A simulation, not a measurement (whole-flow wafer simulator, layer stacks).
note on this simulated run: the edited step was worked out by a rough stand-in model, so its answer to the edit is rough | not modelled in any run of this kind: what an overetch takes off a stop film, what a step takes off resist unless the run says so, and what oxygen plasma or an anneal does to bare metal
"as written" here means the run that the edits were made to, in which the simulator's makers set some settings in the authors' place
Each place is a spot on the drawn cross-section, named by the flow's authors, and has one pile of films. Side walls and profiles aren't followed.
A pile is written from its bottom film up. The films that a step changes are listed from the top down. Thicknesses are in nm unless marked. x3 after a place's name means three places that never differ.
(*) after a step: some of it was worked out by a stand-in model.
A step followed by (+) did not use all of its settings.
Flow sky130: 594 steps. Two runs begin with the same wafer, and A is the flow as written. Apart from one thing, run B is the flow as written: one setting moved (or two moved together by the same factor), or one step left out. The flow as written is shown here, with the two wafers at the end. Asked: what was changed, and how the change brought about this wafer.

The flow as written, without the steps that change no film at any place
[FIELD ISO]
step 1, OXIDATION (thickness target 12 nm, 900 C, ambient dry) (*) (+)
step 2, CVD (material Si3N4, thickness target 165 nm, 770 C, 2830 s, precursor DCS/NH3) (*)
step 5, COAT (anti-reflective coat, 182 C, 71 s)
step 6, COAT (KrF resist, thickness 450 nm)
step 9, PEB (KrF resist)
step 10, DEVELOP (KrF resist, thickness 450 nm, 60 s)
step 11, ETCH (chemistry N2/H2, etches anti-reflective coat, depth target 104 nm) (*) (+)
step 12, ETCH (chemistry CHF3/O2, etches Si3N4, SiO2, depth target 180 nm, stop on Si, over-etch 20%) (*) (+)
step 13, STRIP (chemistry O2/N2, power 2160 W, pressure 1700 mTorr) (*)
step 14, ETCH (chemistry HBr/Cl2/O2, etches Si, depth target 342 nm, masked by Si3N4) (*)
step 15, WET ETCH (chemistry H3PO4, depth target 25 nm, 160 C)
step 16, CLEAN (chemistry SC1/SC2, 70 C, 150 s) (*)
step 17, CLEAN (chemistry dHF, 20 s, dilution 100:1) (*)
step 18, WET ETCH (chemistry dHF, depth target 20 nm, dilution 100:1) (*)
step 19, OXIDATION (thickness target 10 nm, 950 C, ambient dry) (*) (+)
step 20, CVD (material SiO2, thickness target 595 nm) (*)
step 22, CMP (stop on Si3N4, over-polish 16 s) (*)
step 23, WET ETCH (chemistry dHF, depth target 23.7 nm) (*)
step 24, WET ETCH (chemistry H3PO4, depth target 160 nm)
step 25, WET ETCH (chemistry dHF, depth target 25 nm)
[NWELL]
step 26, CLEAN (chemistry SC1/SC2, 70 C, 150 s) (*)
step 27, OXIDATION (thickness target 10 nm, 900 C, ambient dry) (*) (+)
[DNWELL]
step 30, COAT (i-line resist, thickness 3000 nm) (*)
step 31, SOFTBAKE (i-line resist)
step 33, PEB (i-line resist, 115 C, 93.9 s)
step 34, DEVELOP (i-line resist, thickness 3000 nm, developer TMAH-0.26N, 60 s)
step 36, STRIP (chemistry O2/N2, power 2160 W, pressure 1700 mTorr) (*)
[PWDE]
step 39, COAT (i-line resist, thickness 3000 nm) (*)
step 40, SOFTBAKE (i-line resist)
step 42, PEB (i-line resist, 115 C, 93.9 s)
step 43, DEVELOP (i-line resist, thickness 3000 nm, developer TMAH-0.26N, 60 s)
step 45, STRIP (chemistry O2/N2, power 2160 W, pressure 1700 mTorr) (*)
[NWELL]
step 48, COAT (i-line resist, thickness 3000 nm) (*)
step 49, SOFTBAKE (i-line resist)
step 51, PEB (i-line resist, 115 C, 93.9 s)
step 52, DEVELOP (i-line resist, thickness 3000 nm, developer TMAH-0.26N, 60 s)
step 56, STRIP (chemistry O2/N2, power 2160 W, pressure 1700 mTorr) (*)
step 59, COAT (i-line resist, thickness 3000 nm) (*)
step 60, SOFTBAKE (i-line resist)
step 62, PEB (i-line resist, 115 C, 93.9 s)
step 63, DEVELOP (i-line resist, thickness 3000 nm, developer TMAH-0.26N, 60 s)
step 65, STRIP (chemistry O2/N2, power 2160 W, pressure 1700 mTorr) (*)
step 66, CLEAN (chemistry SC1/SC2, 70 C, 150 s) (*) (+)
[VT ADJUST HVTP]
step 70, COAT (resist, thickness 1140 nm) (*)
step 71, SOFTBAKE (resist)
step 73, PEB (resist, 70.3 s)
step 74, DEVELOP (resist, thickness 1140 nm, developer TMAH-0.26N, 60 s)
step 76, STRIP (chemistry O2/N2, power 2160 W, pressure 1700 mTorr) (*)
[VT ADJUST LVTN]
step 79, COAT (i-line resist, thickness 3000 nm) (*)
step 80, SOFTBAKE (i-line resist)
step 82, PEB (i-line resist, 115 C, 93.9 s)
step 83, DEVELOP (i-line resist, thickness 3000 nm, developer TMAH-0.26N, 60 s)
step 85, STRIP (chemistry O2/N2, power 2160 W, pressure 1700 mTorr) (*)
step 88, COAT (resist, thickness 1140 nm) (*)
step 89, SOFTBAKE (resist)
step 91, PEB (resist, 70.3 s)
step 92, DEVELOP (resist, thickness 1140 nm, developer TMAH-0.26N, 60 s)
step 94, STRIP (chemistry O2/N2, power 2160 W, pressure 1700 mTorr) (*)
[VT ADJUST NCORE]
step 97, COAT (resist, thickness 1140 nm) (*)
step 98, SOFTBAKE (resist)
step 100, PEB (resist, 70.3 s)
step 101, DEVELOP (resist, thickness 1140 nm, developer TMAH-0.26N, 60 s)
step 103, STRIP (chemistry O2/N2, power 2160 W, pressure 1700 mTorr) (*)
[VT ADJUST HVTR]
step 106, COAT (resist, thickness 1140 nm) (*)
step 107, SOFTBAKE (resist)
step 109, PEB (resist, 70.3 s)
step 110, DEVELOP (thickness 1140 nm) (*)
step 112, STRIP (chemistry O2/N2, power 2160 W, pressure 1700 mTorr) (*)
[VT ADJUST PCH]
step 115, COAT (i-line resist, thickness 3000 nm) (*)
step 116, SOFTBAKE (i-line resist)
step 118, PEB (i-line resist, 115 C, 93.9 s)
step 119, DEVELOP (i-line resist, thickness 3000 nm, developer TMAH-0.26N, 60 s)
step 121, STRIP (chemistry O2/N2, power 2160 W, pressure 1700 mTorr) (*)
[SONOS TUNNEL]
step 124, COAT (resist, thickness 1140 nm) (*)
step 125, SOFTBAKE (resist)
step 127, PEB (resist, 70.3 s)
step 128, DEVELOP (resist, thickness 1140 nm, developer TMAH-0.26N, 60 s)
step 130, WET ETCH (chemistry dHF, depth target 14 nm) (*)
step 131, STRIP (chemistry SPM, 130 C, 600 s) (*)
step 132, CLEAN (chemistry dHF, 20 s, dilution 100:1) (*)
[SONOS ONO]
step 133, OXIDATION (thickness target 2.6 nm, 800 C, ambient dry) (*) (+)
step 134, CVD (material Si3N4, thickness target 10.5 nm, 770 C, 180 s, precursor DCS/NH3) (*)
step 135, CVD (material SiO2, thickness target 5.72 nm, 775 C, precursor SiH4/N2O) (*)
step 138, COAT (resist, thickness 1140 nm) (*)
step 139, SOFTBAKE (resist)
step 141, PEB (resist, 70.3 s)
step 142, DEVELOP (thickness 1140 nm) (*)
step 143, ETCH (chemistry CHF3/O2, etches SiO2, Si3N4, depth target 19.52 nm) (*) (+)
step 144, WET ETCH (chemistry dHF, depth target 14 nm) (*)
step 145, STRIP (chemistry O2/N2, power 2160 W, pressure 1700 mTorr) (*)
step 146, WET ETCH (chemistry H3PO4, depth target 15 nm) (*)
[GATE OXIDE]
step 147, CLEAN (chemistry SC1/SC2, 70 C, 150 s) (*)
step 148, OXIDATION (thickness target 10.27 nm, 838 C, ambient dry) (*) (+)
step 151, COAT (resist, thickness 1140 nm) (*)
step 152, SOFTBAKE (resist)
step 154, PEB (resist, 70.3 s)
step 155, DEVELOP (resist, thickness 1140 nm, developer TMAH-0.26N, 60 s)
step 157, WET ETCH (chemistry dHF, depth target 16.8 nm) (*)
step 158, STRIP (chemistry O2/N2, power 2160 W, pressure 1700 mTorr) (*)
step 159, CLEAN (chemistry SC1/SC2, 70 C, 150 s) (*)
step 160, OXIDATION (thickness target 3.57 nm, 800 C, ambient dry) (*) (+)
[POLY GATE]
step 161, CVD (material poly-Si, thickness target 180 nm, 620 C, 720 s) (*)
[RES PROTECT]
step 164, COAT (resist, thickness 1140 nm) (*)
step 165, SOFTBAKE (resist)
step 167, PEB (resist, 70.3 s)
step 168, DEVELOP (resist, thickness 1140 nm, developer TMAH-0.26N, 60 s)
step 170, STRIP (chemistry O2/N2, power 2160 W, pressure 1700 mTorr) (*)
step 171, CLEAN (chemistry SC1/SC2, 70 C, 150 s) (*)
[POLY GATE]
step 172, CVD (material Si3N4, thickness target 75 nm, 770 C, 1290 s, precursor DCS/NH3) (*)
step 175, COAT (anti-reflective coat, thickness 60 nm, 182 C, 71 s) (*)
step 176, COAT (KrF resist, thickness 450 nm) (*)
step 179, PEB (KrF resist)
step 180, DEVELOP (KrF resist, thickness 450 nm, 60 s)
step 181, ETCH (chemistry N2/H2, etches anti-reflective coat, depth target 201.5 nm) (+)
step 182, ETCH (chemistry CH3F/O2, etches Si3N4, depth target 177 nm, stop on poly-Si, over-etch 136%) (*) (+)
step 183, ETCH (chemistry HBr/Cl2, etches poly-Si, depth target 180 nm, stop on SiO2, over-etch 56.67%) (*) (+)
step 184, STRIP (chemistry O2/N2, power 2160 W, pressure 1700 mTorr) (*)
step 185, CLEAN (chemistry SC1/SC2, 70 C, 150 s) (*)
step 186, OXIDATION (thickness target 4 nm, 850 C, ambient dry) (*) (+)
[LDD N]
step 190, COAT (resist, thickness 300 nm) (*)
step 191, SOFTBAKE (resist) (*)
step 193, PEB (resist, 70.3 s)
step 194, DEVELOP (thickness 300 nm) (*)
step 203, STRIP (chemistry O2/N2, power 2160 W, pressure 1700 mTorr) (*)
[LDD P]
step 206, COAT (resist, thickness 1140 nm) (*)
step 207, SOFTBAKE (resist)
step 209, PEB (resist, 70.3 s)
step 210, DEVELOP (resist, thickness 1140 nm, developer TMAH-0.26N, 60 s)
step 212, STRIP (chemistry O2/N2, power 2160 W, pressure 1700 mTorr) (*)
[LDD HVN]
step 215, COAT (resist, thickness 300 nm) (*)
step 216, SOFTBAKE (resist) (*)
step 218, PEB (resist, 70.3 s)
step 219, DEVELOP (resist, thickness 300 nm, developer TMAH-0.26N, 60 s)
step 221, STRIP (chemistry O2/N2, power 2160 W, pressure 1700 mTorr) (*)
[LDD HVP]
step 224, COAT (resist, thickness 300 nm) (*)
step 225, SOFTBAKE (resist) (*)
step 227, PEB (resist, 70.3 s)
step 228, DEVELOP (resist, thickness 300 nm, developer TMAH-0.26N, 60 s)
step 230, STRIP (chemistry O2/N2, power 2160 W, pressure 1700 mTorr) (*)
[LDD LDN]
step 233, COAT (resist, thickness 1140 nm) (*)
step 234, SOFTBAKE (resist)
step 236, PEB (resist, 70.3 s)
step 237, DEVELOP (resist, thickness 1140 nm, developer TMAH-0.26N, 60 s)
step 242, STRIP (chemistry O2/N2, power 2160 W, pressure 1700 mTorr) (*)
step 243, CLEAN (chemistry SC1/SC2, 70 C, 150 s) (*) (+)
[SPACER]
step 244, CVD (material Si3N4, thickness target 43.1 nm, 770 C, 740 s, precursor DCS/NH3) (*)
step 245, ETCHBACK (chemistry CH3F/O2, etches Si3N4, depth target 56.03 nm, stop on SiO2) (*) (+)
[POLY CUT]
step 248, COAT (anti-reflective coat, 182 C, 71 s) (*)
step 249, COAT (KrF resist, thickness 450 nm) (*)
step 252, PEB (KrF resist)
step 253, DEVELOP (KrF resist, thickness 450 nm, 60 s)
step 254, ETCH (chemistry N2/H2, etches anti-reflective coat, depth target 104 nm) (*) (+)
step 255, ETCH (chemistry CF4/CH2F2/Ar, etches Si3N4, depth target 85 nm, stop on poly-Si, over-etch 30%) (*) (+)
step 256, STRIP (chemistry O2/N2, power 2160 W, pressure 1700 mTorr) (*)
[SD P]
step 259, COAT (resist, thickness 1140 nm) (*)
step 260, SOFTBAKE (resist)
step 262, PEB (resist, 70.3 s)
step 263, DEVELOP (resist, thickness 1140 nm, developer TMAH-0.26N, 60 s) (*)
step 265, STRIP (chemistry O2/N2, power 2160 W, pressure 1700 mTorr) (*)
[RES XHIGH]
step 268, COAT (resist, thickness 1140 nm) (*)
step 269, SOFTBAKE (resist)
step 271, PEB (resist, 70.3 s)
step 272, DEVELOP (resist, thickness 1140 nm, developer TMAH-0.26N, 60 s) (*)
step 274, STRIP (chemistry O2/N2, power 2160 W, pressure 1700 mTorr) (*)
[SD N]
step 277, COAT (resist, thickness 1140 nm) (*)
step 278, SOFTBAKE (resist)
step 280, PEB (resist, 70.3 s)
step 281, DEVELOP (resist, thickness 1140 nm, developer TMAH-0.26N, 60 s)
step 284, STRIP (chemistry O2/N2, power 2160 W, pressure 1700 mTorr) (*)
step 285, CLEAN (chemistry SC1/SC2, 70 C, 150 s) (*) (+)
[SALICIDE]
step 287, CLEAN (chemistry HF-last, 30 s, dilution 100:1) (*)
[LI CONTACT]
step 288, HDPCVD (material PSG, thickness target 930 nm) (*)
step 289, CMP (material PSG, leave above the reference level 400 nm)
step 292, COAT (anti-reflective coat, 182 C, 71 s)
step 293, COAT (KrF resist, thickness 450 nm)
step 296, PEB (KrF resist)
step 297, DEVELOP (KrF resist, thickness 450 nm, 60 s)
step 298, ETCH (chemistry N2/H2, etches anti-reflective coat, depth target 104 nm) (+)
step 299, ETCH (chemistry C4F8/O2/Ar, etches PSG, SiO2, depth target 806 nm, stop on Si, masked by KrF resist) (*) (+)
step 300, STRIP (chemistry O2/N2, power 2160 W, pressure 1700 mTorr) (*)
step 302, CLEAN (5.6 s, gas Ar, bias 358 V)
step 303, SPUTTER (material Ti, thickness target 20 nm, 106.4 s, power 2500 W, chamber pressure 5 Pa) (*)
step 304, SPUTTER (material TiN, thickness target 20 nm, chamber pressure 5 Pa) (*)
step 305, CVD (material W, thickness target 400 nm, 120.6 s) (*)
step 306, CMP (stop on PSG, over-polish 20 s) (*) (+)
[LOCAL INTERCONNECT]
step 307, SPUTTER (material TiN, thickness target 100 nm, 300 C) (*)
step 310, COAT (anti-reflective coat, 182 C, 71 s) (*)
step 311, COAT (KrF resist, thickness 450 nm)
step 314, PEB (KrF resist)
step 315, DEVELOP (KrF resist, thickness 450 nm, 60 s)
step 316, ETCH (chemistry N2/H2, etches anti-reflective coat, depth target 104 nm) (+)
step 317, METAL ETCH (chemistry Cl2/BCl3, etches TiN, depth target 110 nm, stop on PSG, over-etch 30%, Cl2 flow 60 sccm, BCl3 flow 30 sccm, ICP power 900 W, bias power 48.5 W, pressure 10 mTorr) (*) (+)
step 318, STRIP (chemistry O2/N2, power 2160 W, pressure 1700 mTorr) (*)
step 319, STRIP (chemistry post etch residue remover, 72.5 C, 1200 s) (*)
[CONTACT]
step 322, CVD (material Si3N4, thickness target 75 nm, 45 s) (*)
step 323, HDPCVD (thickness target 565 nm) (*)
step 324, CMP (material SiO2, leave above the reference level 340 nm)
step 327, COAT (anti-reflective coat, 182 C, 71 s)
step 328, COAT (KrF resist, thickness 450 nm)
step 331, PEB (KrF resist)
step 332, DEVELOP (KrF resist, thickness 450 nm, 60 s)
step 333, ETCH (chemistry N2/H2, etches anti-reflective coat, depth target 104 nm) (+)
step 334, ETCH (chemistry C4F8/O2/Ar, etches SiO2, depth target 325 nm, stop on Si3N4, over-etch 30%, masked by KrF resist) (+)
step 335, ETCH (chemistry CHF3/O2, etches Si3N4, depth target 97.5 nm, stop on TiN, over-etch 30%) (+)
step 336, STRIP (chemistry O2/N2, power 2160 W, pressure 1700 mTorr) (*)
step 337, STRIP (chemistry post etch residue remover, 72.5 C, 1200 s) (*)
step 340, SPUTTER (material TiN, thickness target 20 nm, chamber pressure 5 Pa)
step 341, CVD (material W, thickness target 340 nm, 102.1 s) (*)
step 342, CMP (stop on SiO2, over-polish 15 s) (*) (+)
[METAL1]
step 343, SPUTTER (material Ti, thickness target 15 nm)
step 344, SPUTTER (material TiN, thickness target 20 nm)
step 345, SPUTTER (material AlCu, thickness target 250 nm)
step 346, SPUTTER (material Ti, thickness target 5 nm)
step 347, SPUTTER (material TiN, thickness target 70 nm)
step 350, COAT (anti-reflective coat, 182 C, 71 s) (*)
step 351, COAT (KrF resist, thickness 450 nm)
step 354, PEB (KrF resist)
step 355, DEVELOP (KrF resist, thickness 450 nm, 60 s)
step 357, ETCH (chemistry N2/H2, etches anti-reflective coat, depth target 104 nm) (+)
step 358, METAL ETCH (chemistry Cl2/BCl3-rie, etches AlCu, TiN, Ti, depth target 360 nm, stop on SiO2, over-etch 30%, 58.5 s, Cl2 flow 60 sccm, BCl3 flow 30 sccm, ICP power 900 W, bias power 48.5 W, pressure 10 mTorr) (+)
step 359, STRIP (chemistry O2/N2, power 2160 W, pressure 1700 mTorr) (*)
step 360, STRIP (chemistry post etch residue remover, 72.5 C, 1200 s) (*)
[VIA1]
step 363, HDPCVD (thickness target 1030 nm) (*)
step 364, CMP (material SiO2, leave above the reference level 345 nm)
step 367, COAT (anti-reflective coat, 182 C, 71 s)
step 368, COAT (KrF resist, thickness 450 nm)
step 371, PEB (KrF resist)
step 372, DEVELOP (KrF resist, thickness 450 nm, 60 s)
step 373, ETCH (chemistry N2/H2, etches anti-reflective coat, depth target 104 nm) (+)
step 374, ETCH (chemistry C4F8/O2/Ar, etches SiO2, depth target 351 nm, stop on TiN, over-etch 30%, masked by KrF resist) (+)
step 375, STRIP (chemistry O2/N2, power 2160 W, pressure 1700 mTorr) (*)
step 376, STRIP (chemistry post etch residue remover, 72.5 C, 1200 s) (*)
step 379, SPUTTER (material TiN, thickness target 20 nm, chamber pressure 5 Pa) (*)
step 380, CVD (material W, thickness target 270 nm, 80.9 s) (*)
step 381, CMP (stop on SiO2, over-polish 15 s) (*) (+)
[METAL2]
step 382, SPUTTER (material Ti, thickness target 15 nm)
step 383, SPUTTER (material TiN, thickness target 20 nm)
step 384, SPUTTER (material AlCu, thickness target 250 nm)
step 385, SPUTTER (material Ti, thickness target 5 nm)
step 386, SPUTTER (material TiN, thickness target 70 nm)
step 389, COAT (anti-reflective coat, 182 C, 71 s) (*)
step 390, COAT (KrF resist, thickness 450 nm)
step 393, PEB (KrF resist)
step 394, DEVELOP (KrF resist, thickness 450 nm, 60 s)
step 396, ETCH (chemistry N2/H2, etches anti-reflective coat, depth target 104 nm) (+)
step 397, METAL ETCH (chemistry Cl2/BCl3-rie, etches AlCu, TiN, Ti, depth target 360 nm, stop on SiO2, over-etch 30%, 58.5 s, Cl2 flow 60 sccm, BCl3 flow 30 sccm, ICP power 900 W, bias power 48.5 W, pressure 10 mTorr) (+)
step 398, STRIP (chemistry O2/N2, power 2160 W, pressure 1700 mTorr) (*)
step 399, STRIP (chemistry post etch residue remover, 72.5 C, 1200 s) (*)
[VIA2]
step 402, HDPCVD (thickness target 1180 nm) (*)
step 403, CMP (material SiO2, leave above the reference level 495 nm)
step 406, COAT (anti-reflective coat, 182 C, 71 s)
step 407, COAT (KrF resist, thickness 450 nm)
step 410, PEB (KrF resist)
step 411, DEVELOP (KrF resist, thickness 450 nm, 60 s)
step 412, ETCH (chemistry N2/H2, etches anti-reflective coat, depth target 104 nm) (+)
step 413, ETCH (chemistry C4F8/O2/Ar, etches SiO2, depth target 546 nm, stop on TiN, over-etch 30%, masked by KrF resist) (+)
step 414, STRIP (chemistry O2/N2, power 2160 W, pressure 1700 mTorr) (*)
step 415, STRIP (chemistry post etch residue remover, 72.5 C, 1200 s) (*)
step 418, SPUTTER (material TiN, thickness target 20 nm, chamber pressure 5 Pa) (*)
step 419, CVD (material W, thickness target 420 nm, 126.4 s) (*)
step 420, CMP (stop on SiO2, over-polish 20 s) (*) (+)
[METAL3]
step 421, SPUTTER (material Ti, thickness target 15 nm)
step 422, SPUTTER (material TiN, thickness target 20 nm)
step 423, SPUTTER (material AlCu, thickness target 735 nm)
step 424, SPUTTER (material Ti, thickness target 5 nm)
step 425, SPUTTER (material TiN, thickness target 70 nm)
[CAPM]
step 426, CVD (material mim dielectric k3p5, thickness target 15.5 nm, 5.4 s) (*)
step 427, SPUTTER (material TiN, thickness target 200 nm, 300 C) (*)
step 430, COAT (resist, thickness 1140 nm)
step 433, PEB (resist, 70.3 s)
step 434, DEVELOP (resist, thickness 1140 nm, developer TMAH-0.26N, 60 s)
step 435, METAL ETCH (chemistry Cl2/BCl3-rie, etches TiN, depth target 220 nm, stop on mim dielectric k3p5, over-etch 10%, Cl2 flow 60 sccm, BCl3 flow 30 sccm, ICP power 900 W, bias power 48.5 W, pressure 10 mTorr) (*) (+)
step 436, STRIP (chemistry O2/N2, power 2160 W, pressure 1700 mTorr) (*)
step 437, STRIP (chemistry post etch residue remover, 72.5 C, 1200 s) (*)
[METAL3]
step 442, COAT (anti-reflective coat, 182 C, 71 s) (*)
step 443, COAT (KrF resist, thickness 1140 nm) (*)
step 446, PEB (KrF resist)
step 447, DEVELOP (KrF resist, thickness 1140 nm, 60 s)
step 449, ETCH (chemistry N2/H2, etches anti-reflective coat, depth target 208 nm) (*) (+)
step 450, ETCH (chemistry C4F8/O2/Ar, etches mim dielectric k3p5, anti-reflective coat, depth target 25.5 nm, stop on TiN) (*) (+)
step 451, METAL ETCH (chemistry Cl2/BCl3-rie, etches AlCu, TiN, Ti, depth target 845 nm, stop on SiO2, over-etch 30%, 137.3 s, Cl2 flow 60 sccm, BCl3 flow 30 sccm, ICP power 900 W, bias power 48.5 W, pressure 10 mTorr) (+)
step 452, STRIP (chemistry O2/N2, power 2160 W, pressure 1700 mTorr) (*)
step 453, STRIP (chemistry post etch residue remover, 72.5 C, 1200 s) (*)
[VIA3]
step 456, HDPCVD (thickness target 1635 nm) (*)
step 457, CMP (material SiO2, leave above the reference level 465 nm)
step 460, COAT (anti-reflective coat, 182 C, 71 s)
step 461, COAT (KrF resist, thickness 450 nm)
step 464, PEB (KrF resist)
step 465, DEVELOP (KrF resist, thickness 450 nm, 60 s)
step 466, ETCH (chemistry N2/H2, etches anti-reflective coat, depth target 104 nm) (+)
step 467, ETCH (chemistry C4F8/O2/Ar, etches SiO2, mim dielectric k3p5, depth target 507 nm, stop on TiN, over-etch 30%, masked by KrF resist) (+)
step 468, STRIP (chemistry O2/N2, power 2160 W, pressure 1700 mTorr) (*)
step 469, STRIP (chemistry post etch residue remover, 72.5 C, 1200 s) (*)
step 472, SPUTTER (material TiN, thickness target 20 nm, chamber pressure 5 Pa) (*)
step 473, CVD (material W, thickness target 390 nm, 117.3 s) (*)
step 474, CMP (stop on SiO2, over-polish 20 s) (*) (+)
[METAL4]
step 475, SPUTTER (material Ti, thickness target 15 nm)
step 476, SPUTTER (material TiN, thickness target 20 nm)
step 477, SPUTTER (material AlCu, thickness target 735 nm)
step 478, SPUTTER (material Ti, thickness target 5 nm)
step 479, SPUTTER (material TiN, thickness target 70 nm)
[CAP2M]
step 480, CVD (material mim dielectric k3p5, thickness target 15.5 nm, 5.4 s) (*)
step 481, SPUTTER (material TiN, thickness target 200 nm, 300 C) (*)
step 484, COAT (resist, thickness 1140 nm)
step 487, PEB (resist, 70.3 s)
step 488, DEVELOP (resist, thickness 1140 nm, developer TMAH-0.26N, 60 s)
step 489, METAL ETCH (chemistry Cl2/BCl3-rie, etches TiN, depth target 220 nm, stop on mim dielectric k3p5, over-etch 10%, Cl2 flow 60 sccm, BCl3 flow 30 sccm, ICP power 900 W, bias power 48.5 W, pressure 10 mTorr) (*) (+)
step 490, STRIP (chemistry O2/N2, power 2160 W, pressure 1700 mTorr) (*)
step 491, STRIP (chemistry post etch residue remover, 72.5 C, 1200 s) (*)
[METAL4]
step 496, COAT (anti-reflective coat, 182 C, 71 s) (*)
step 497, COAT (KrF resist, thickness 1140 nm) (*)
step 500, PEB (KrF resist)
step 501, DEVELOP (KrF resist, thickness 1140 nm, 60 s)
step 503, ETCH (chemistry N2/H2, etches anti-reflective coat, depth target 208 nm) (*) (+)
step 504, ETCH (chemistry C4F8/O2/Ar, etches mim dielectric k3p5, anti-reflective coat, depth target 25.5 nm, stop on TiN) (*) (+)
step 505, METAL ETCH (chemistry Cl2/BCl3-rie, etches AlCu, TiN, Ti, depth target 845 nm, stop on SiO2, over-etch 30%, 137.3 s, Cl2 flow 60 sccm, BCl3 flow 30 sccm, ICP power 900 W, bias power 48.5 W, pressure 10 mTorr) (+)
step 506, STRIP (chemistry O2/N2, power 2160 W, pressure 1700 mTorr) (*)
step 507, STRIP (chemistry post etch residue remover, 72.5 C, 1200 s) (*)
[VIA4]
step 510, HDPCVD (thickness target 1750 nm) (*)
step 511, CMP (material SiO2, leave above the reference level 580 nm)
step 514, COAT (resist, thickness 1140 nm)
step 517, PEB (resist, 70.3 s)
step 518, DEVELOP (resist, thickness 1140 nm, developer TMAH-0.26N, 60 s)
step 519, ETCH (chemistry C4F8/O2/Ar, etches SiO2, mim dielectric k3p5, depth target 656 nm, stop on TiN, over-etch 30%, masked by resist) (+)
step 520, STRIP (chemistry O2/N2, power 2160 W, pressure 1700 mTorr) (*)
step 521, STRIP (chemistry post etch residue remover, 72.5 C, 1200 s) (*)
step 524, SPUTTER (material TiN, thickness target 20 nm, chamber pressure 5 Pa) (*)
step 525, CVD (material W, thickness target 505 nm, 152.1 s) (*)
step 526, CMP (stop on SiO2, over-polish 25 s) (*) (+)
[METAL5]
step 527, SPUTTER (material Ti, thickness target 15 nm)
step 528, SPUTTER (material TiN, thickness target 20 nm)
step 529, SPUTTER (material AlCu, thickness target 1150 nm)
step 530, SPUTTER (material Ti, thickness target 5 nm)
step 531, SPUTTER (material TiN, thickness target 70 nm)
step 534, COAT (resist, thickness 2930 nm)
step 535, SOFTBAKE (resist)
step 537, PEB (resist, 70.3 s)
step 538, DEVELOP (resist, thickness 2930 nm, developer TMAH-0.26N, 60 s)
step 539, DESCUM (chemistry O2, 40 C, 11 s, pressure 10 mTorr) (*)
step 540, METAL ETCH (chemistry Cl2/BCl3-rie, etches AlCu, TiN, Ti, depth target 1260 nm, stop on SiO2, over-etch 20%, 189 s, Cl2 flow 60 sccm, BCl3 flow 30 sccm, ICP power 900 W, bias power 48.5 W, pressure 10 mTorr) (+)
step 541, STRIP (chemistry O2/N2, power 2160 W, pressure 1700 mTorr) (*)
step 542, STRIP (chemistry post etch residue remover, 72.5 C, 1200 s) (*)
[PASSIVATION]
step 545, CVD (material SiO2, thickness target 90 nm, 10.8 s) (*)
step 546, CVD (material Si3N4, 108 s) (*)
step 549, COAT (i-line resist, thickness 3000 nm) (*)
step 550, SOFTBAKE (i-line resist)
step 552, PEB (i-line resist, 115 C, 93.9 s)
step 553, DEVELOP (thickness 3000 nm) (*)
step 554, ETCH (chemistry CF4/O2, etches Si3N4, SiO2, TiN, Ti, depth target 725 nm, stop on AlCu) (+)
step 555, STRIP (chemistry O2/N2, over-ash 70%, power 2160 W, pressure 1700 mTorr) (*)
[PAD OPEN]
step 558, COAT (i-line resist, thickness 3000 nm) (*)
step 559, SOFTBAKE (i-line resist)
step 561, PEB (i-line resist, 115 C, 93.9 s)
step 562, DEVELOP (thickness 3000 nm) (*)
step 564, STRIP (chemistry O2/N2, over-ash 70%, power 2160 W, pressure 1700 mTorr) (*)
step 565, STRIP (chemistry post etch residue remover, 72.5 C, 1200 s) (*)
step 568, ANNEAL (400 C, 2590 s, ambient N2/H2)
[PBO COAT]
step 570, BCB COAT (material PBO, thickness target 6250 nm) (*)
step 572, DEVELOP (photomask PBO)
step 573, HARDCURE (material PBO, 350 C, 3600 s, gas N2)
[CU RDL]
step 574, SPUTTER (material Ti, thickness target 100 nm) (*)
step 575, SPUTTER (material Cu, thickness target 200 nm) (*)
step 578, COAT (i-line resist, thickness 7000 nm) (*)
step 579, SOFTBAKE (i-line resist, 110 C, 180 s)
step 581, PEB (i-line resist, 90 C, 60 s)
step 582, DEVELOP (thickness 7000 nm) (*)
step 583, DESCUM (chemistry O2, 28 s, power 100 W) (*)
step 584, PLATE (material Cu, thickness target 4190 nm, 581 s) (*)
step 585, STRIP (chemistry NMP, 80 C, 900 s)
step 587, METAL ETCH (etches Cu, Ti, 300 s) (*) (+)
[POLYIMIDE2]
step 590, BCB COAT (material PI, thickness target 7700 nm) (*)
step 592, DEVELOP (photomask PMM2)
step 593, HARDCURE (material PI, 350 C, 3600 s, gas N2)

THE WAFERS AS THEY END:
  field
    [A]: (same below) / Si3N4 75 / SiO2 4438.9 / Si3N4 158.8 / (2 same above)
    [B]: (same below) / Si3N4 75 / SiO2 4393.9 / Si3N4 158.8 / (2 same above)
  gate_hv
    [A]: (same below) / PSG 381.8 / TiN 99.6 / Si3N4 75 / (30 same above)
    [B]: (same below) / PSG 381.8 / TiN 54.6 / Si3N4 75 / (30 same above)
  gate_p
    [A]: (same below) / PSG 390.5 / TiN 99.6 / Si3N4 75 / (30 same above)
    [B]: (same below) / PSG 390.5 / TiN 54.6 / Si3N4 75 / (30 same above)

The reason: step 307, SPUTTER: thickness target 55 nm was run, while the flow as written has thickness target 100 nm.

How this came from the change, step by step:
  step 307, SPUTTER (material TiN, thickness target 100 nm, 300 C) (*)
      field, active, n_well and 188 more: A TiN gains 100 (new film) | B TiN gains 55 (new film)
  step 317, METAL ETCH (chemistry Cl2/BCl3, etches TiN, depth target 110 nm, stop on PSG, over-etch 30%, Cl2 flow 60 sccm, BCl3 flow 30 sccm, ICP power 900 W, bias power 48.5 W, pressure 10 mTorr) (*) (+)
      n_well, p_well, gate_hv and 97 more: A KrF resist loses 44 | B KrF resist loses 27.9
      field, active, gate and 88 more: A TiN loses 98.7 (all of it) | B TiN loses 53.7 (all of it)
  step 318, STRIP (chemistry O2/N2, power 2160 W, pressure 1700 mTorr) (*)
      n_well, p_well, gate_hv and 93 more: A KrF resist loses 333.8 (all of it), anti-reflective coat loses 80 (all of it) | B KrF resist loses 349.9 (all of it), anti-reflective coat loses 80 (all of it)
      poly_licon, ndiff_licon, ndiff_licon_cpp, rpo_hd_licon: A KrF resist loses 333.9 (all of it), anti-reflective coat loses 80.5 (all of it) | B KrF resist loses 350 (all of it), anti-reflective coat loses 80.5 (all of it)
  step 324, CMP (material SiO2, leave above the reference level 340 nm)
      field, active, gate and 88 more: A SiO2 loses 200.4 | B SiO2 loses 245.4
